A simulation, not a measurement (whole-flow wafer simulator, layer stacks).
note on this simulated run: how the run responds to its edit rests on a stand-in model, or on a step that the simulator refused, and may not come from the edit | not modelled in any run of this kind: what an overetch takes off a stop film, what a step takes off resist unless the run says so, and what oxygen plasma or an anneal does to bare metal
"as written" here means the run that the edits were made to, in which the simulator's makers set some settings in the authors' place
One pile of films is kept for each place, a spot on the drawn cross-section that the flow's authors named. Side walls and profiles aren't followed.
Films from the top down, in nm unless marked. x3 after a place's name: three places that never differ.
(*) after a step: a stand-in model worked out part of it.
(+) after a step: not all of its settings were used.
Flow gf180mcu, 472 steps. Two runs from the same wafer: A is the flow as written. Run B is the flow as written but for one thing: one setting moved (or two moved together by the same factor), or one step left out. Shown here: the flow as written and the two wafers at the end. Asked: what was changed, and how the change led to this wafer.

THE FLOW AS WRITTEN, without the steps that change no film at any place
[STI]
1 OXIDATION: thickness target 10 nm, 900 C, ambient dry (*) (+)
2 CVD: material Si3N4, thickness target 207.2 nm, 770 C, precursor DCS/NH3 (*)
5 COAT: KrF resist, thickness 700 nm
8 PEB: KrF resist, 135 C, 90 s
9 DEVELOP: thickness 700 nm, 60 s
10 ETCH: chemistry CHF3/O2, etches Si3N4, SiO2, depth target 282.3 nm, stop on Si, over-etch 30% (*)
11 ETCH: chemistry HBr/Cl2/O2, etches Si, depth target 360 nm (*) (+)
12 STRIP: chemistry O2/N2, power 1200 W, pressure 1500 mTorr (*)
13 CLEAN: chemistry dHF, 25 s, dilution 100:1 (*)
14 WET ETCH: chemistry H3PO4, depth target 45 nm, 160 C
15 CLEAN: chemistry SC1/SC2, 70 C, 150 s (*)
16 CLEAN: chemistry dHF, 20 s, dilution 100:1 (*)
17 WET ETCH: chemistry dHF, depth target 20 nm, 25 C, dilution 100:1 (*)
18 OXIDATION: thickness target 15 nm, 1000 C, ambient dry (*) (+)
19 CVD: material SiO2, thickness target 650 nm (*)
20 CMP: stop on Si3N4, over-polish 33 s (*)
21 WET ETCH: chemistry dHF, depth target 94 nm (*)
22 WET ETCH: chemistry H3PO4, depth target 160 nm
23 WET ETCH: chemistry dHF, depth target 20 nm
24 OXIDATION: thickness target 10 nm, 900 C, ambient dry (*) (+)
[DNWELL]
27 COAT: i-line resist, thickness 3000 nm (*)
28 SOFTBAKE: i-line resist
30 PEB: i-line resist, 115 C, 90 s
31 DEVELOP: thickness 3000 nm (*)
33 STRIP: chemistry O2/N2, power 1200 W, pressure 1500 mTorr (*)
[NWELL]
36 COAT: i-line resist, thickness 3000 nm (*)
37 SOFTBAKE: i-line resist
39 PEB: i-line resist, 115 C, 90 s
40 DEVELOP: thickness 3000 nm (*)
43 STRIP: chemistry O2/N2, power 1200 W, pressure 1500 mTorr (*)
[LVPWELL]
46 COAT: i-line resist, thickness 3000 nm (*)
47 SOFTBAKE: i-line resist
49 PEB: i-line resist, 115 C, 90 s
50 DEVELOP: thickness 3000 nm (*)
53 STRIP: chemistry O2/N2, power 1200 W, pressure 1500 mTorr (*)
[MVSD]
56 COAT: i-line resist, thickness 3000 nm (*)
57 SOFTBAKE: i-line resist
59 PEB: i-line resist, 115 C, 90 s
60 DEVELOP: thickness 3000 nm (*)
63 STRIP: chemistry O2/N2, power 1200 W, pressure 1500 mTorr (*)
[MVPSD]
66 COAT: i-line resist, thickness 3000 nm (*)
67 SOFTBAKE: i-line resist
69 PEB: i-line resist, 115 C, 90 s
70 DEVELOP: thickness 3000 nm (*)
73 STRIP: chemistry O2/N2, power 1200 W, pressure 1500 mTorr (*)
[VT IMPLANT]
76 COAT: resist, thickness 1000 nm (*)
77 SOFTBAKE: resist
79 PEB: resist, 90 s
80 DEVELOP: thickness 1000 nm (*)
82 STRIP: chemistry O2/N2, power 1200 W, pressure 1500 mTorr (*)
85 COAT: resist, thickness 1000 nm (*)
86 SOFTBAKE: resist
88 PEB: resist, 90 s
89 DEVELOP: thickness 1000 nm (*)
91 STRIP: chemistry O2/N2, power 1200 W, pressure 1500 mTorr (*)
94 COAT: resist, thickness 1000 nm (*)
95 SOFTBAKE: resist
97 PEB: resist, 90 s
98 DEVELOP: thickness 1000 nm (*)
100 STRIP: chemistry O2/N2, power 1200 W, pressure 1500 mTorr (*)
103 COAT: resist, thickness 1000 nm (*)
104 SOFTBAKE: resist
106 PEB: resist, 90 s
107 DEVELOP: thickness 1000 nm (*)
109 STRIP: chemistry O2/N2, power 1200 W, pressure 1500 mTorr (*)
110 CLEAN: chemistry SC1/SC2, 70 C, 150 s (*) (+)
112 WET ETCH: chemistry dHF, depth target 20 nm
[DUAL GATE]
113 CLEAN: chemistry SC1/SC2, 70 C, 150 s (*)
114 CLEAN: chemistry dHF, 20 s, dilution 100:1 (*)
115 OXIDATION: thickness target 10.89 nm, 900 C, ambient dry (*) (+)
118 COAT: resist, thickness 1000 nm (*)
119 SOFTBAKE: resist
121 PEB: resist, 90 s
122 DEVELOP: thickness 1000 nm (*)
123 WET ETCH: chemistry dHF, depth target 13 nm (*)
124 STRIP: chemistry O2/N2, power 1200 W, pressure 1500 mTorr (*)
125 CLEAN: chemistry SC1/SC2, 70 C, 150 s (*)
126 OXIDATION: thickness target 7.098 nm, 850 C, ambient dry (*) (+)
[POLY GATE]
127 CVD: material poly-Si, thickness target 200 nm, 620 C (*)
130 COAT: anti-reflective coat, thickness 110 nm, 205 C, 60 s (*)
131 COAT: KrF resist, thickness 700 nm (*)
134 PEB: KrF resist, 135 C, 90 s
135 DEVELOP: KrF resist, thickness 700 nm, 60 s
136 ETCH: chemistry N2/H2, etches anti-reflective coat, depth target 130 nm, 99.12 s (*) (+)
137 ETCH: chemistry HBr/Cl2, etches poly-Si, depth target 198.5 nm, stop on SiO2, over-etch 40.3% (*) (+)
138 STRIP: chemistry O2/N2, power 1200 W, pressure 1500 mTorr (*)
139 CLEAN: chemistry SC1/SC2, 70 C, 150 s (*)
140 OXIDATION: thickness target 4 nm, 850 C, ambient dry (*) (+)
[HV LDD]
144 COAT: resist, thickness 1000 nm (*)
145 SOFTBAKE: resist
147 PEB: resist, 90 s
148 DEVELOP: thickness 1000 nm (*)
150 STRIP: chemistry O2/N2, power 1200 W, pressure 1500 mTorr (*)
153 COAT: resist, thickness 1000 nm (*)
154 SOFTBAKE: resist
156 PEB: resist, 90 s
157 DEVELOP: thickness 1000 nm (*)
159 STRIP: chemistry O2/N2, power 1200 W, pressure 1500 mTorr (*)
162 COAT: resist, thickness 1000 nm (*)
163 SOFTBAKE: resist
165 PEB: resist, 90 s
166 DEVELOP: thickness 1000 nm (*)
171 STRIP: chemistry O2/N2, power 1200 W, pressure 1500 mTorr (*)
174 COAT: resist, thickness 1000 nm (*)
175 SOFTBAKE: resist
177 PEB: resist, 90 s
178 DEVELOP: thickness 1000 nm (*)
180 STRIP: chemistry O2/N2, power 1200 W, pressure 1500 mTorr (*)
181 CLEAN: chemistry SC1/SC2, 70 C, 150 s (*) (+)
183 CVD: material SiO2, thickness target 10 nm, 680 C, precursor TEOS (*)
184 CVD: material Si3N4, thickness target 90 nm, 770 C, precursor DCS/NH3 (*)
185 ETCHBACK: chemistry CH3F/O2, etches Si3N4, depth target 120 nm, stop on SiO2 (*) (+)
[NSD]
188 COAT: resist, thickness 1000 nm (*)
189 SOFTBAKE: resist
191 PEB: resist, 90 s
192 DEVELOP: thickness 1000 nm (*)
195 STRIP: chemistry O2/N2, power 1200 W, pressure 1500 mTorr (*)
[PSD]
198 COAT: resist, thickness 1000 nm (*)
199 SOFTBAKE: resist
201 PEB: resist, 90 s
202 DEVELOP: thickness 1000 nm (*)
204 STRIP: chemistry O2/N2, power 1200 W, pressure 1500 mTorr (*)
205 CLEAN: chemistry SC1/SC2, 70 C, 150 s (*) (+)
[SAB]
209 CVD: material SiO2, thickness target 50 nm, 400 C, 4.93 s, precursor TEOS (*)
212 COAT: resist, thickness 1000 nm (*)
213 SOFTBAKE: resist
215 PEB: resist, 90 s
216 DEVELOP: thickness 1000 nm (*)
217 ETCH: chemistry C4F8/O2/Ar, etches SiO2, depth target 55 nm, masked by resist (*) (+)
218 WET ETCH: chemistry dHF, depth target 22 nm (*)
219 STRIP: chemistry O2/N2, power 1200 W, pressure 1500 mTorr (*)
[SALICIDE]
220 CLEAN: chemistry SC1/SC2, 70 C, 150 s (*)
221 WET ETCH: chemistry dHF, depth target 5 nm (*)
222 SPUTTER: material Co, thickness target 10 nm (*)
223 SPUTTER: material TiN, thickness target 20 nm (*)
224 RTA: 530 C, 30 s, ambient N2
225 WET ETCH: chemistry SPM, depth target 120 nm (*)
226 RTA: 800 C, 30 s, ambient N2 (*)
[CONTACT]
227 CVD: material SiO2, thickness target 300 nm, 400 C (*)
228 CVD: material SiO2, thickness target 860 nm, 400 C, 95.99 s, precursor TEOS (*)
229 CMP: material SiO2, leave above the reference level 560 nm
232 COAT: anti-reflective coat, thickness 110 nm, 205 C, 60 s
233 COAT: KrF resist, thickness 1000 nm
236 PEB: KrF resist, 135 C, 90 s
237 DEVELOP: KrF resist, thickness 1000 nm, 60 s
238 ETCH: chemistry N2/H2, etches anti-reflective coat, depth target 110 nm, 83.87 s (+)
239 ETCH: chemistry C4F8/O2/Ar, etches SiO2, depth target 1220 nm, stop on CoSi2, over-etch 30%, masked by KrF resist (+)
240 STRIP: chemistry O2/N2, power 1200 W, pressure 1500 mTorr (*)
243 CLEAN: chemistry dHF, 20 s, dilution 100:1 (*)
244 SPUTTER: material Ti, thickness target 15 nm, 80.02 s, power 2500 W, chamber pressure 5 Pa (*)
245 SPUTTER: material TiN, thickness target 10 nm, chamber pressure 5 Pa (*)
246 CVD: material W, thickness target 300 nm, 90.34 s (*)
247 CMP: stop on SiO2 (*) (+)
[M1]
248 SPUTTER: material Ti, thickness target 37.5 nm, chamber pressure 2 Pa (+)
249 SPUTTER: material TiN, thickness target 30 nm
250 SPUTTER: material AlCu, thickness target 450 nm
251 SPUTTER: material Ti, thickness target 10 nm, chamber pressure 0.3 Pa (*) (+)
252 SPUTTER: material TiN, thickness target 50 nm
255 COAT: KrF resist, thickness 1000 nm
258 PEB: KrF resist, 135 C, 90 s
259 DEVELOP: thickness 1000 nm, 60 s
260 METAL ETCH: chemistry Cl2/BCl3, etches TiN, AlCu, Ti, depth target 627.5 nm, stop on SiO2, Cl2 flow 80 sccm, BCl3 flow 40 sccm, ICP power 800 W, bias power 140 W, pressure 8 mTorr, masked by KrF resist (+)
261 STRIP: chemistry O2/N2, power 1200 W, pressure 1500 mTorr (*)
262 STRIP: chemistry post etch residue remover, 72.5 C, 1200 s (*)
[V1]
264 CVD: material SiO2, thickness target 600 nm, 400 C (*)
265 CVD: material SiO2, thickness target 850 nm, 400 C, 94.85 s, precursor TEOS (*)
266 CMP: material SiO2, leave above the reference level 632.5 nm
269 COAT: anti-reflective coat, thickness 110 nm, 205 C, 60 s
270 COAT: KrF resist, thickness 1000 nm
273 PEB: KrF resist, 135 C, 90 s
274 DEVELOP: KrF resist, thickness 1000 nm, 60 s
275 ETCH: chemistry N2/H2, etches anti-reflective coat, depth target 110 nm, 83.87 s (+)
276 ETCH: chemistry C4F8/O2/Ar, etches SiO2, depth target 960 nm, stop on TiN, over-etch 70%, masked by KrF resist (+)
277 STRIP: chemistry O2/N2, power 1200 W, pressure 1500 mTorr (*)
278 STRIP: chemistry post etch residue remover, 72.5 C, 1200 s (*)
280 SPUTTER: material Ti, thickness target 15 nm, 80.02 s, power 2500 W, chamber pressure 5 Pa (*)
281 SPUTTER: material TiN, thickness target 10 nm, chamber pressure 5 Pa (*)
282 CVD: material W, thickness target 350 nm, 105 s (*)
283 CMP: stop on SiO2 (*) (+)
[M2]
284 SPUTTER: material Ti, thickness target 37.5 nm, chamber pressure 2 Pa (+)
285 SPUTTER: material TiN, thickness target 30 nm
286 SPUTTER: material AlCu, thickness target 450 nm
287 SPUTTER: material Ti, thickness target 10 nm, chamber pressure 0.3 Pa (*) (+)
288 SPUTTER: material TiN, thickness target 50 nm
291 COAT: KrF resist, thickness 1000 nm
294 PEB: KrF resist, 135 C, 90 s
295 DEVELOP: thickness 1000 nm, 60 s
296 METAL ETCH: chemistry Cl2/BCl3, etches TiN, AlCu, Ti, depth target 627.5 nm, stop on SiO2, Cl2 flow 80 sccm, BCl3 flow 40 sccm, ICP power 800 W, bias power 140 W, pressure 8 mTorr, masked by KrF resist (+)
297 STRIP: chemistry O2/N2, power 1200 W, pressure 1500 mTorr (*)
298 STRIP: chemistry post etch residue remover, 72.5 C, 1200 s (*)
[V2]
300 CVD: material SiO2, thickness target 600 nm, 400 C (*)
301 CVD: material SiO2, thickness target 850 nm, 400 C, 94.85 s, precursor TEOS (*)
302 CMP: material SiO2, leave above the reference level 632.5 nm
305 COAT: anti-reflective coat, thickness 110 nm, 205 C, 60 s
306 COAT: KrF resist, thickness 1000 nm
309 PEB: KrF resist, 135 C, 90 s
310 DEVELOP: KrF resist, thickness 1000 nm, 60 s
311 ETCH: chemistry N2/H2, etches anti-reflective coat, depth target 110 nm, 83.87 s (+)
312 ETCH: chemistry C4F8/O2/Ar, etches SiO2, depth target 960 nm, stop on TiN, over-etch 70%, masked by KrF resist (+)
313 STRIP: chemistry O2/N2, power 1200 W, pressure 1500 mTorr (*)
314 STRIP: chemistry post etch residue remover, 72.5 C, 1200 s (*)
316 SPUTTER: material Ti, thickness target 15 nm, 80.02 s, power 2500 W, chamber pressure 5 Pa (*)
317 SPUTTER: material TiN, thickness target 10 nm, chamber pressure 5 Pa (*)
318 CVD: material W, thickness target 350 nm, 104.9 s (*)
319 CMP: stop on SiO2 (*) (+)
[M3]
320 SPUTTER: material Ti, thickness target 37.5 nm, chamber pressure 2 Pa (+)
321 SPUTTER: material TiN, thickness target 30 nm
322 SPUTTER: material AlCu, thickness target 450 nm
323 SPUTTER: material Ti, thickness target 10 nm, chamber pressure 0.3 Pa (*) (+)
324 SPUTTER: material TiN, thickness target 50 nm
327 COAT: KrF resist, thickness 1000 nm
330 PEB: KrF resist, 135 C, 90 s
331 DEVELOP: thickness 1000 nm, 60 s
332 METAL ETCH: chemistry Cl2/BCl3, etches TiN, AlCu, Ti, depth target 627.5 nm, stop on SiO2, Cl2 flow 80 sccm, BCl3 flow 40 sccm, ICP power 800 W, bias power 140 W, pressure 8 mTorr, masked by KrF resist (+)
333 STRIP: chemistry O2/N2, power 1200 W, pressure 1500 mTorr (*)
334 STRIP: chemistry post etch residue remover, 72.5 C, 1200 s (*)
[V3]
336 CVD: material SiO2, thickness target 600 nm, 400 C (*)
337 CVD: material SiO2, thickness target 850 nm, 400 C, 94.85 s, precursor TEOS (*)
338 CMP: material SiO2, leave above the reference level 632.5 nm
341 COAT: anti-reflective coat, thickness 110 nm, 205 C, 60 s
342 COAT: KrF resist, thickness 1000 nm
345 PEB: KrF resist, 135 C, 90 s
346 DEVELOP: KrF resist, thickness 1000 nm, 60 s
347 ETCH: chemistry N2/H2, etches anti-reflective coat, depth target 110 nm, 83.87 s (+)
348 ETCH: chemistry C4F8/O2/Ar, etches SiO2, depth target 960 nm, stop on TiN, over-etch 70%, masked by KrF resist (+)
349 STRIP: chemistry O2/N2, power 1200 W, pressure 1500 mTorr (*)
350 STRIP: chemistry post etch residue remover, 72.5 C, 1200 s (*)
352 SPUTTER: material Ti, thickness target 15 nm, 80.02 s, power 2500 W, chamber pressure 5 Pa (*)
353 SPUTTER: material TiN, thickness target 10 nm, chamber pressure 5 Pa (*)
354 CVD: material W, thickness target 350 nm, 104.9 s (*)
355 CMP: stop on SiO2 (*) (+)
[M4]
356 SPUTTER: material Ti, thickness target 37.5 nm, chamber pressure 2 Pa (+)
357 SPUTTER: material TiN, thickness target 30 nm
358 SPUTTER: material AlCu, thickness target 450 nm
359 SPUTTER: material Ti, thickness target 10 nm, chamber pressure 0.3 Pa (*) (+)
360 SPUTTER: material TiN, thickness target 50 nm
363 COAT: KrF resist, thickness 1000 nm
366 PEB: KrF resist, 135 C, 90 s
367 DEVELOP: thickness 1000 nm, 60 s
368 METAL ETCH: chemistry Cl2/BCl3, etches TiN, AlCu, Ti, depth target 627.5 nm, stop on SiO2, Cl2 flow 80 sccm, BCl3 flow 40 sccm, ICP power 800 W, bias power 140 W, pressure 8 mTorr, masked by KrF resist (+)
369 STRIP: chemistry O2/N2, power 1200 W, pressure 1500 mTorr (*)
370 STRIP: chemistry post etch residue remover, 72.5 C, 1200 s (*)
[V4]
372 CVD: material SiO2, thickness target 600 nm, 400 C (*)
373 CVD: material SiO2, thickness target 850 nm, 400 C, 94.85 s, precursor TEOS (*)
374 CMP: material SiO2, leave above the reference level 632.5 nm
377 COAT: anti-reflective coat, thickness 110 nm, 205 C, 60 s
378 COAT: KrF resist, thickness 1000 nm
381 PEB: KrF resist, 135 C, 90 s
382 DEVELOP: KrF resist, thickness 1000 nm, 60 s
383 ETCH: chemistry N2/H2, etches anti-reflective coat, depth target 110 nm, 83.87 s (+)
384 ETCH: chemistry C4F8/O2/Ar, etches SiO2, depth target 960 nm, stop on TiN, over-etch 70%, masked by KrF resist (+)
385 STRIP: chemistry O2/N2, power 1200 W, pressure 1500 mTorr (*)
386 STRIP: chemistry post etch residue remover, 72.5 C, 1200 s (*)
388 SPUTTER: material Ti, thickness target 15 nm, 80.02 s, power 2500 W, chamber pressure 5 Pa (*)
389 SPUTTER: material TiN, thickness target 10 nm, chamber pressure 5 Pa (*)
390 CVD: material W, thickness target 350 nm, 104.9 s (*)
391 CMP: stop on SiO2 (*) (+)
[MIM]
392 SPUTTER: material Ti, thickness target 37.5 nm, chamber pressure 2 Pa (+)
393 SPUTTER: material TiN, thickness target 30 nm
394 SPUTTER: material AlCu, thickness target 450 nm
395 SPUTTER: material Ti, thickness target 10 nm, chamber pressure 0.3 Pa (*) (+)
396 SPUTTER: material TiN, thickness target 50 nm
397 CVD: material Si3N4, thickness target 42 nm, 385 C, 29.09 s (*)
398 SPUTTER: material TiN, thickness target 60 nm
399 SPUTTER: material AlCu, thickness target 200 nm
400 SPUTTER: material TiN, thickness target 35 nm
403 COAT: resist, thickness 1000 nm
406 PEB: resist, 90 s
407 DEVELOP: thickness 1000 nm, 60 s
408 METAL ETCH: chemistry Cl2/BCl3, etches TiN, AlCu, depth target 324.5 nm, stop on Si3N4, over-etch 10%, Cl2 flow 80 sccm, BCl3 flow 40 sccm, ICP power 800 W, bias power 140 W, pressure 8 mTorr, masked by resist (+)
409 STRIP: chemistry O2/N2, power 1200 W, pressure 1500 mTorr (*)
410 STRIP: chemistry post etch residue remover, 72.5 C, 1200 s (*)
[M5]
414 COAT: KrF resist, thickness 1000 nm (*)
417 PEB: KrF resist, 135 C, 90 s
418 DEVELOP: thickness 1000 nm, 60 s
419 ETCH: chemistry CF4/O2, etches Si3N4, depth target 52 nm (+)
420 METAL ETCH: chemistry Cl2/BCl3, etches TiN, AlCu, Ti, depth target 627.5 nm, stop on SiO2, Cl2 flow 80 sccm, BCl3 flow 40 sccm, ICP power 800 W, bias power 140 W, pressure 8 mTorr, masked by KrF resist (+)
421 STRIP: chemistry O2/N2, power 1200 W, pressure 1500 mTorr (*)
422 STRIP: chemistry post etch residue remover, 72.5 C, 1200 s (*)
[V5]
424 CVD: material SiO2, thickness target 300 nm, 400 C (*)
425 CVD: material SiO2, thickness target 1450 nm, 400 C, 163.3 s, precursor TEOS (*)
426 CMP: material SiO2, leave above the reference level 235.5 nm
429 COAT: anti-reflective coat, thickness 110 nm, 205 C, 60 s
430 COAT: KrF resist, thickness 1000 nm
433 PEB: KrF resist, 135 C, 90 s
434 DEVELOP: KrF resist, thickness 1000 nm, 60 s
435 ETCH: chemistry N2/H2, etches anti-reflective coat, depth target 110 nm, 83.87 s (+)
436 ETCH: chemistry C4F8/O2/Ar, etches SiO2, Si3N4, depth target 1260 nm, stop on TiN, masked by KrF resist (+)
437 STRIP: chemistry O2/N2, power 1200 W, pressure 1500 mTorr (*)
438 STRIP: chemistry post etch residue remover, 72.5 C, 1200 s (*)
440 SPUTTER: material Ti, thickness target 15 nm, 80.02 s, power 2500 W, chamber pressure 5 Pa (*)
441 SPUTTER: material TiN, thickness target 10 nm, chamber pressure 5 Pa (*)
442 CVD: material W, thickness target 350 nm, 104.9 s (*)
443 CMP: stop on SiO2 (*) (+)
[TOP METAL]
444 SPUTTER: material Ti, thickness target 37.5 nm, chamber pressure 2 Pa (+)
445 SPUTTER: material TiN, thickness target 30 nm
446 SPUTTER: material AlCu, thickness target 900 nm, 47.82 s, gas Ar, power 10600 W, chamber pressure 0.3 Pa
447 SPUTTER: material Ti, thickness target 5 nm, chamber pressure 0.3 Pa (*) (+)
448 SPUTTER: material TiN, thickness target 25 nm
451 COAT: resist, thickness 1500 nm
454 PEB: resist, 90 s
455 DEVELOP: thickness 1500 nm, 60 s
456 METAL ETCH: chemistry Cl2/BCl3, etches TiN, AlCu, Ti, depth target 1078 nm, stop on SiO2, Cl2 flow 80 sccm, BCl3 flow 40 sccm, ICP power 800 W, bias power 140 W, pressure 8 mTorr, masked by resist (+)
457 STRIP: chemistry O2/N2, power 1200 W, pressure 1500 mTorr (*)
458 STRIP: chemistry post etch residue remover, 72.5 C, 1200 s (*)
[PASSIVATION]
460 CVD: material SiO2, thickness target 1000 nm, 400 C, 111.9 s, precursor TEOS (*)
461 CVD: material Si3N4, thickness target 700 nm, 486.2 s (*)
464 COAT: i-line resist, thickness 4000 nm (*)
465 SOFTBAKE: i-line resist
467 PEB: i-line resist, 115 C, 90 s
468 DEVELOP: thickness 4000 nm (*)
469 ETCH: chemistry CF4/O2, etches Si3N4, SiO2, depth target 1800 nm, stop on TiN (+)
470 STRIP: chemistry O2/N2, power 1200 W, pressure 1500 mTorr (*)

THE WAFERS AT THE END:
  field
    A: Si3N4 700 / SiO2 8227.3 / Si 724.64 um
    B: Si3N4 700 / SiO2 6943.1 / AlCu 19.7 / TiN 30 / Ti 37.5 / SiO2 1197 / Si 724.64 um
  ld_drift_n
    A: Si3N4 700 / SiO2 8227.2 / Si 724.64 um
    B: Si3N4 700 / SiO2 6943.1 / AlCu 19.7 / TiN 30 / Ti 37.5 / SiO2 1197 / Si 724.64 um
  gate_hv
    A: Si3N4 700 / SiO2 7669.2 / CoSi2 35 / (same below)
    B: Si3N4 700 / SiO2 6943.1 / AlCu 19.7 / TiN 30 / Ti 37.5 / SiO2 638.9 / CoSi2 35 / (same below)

The cause: step 260, METAL ETCH: depth target 484.6 nm was run, where the flow has depth target 627.5 nm.

How the change led to this, step by step:
  260 METAL ETCH: chemistry Cl2/BCl3, etches TiN, AlCu, Ti, depth target 627.5 nm, stop on SiO2, Cl2 flow 80 sccm, BCl3 flow 40 sccm, ICP power 800 W, bias power 140 W, pressure 8 mTorr, masked by KrF resist (+)
      field, field__w1, field__w2 and 99 more: A TiN -50 (all of it), Ti -10 (all of it), AlCu -450 (all of it), TiN -30 (all of it), Ti -37.5 (all of it) | B TiN -50 (all of it), Ti -10 (all of it), AlCu -424.6
      field__w8, contact, m1 and 6 more: A KrF resist -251 | B KrF resist -193.8
  261 STRIP: chemistry O2/N2, power 1200 W, pressure 1500 mTorr (*)
      field__w8, contact, m1 and 6 more: A KrF resist -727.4 (all of it) | B KrF resist -784.5 (all of it)
  262 STRIP: chemistry post etch residue remover, 72.5 C, 1200 s (*)
      field, field__w1, field__w2 and 99 more: A nothing | B AlCu -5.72
  264 CVD: material SiO2, thickness target 600 nm, 400 C (*)
      field, field__w1, field__w2 and 99 more: A SiO2 +600 | B SiO2 +600 (new film)
  266 CMP: material SiO2, leave above the reference level 632.5 nm
      field, field__w1, field__w2 and 99 more: A SiO2 -300 | B SiO2 -387.2
Counting metal films that touch as one body, field has 1 body; the flow as written gives 0 bodies.
Counting metal films that touch as one body, ld_drift_n has 1 body; the flow as written gives 0 bodies.
Counting metal films that touch as one body, gate_hv has 2 bodies (between them, from the top down: SiO2 638.9); the flow as written gives 1 body.
